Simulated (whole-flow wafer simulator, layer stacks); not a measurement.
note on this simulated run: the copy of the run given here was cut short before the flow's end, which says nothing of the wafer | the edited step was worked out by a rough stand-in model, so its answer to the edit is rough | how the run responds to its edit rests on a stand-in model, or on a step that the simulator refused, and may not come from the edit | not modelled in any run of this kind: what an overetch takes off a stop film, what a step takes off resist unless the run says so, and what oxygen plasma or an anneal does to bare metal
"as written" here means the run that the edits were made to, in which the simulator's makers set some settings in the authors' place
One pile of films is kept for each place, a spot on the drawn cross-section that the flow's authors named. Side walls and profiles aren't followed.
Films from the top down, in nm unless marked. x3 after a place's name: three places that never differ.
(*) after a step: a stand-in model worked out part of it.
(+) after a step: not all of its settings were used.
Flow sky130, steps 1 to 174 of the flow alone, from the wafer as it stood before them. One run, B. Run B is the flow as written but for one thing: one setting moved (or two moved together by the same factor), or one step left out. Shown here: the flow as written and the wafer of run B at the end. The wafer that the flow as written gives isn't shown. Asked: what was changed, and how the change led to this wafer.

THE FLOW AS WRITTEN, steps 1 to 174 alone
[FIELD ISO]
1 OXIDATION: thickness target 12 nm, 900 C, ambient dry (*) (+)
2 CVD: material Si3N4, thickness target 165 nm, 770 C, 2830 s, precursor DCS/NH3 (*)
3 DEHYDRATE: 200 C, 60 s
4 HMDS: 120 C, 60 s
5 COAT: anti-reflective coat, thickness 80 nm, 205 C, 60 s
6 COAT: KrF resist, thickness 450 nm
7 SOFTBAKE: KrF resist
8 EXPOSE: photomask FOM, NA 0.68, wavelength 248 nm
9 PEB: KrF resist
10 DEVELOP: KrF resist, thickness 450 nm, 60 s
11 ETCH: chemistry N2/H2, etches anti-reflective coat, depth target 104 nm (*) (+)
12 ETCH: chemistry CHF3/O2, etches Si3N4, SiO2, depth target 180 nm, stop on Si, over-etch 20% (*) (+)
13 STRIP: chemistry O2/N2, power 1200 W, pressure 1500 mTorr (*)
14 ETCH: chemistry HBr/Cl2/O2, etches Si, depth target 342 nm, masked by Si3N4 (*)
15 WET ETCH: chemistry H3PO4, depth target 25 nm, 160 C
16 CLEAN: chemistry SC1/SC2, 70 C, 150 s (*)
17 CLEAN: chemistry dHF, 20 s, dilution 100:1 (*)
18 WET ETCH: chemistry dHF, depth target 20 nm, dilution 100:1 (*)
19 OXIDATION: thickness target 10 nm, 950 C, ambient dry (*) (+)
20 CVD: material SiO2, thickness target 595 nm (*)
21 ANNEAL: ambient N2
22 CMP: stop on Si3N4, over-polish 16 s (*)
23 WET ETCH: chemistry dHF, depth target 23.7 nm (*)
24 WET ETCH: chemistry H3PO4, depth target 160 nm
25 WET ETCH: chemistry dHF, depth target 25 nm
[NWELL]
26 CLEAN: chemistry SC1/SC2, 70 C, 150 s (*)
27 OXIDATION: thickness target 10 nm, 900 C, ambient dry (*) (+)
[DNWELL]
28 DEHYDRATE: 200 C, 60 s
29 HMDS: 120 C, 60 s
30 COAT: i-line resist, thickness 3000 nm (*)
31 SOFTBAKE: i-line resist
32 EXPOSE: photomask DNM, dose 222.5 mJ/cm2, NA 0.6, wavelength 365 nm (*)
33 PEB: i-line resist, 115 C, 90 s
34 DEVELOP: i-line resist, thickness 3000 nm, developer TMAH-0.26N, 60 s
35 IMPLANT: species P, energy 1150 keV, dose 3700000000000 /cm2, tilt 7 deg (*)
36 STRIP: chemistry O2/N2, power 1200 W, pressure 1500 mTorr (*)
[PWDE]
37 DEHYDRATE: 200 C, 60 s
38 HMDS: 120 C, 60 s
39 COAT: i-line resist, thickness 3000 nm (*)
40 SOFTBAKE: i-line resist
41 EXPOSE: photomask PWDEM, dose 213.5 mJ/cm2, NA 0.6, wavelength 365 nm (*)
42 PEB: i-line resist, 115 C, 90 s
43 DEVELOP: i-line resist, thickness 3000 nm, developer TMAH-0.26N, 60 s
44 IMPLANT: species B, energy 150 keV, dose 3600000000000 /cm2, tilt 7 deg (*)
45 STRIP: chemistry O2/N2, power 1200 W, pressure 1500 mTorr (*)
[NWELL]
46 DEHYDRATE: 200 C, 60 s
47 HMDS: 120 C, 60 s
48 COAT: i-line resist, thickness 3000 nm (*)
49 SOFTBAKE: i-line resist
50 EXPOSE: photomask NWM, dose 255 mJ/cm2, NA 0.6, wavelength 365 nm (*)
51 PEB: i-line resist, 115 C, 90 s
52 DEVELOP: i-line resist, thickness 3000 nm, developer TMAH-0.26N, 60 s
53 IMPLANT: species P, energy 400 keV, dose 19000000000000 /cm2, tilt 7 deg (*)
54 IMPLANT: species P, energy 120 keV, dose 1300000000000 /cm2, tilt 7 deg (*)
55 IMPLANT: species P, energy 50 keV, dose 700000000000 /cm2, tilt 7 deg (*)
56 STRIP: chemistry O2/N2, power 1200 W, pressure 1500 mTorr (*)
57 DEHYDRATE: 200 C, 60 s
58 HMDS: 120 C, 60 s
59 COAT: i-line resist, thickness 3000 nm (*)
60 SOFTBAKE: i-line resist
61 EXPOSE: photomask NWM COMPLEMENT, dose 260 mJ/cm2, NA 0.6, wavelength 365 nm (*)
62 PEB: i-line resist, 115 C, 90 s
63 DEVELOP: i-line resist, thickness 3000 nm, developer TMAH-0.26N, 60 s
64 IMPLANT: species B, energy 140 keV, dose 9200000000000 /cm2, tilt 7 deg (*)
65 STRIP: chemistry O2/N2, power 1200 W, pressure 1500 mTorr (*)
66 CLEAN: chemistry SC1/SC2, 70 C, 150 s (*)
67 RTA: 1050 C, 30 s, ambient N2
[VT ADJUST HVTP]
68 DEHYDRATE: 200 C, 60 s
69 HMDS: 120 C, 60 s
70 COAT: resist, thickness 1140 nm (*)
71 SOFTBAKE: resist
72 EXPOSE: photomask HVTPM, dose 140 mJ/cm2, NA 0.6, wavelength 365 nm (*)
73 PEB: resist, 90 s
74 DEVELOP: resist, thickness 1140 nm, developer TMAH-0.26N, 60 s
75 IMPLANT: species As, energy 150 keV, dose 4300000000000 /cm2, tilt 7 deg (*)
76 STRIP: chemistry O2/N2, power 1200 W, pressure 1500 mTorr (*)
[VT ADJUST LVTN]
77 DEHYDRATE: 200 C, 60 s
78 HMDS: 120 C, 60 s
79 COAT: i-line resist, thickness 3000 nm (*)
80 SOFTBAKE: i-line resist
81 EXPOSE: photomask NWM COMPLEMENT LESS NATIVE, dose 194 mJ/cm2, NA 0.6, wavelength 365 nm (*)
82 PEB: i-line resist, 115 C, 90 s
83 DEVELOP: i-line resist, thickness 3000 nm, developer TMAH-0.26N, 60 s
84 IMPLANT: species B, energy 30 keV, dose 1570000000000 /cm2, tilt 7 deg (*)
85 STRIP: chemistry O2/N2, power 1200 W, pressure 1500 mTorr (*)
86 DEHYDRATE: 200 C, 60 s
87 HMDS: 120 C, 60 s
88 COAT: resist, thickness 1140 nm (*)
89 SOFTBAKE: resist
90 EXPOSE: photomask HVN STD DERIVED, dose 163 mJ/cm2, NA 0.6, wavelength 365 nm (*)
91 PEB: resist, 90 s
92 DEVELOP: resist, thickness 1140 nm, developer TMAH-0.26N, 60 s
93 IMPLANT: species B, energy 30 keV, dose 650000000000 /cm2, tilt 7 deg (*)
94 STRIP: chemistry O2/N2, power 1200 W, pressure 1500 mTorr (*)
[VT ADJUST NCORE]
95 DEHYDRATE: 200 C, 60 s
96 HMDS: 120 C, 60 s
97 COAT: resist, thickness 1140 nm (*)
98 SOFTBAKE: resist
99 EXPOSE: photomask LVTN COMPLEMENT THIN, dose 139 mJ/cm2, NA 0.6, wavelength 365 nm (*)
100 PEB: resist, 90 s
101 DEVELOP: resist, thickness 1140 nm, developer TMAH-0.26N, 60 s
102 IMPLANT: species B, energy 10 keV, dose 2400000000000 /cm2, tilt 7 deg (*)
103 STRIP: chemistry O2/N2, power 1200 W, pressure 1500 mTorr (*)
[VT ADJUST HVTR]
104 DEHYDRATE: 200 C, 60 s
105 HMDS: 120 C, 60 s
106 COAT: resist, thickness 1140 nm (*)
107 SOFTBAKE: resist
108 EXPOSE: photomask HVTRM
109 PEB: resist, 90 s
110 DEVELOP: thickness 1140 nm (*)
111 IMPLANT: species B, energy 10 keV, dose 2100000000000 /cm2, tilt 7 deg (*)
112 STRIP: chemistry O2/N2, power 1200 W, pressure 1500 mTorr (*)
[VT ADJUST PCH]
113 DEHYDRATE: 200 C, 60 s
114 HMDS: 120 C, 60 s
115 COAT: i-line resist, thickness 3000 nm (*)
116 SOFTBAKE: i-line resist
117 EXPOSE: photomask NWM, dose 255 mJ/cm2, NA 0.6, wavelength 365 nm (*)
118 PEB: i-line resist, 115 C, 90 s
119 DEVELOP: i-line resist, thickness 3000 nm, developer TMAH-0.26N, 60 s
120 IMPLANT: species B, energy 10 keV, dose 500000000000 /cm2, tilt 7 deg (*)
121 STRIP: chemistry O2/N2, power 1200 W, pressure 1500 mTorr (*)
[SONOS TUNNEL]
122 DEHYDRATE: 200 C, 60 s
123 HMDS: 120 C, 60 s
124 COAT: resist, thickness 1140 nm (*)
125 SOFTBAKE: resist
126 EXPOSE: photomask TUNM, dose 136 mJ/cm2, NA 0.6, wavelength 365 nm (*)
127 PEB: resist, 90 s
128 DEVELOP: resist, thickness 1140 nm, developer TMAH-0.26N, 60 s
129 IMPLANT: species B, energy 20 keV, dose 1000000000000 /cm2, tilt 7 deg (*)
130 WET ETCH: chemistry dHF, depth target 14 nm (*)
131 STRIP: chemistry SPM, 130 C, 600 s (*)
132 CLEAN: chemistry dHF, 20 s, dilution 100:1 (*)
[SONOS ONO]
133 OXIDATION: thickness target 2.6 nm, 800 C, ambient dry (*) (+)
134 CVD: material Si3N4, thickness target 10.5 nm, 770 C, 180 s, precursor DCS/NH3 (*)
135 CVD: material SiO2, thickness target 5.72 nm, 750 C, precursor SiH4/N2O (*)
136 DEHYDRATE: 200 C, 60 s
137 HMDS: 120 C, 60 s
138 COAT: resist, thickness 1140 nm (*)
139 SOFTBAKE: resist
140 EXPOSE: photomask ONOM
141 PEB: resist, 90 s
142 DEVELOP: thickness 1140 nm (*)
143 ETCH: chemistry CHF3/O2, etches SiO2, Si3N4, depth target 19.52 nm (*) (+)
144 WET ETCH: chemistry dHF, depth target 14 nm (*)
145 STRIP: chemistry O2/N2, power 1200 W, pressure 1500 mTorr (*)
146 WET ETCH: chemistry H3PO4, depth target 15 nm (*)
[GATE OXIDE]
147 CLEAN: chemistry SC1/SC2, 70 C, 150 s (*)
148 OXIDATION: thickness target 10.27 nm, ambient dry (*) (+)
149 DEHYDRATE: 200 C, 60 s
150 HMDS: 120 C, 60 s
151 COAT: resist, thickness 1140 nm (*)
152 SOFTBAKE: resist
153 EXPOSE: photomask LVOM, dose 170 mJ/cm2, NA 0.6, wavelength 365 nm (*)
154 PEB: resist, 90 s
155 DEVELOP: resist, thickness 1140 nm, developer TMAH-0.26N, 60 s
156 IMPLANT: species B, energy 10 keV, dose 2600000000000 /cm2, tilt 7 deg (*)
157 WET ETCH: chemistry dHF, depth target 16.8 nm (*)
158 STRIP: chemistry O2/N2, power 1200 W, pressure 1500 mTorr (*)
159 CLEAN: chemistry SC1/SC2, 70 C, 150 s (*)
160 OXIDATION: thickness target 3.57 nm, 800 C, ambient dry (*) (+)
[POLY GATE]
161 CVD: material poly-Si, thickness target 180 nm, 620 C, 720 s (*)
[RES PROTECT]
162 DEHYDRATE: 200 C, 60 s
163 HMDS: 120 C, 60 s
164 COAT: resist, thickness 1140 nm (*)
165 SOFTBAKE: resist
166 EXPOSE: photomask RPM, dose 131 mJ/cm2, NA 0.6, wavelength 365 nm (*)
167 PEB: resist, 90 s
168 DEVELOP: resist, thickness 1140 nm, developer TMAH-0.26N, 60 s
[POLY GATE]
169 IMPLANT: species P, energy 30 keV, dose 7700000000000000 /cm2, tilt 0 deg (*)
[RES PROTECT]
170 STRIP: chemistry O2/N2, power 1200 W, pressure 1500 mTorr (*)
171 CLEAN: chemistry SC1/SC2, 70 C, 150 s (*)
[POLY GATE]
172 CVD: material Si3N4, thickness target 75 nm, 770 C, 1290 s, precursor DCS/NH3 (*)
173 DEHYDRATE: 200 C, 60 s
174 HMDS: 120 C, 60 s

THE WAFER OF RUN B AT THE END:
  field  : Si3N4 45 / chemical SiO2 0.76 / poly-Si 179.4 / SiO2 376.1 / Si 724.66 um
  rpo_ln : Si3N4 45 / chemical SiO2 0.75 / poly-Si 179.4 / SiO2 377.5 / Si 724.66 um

The cause: step 172, CVD: 774 s was run, where the flow has 1290 s.

How the change led to this, step by step:
  172 CVD: material Si3N4, thickness target 75 nm, 770 C, 1290 s, precursor DCS/NH3 (*)
      field, active, n_well and 187 more: Si3N4 +45 (new film) (as written it would be: Si3N4 +75 (new film))
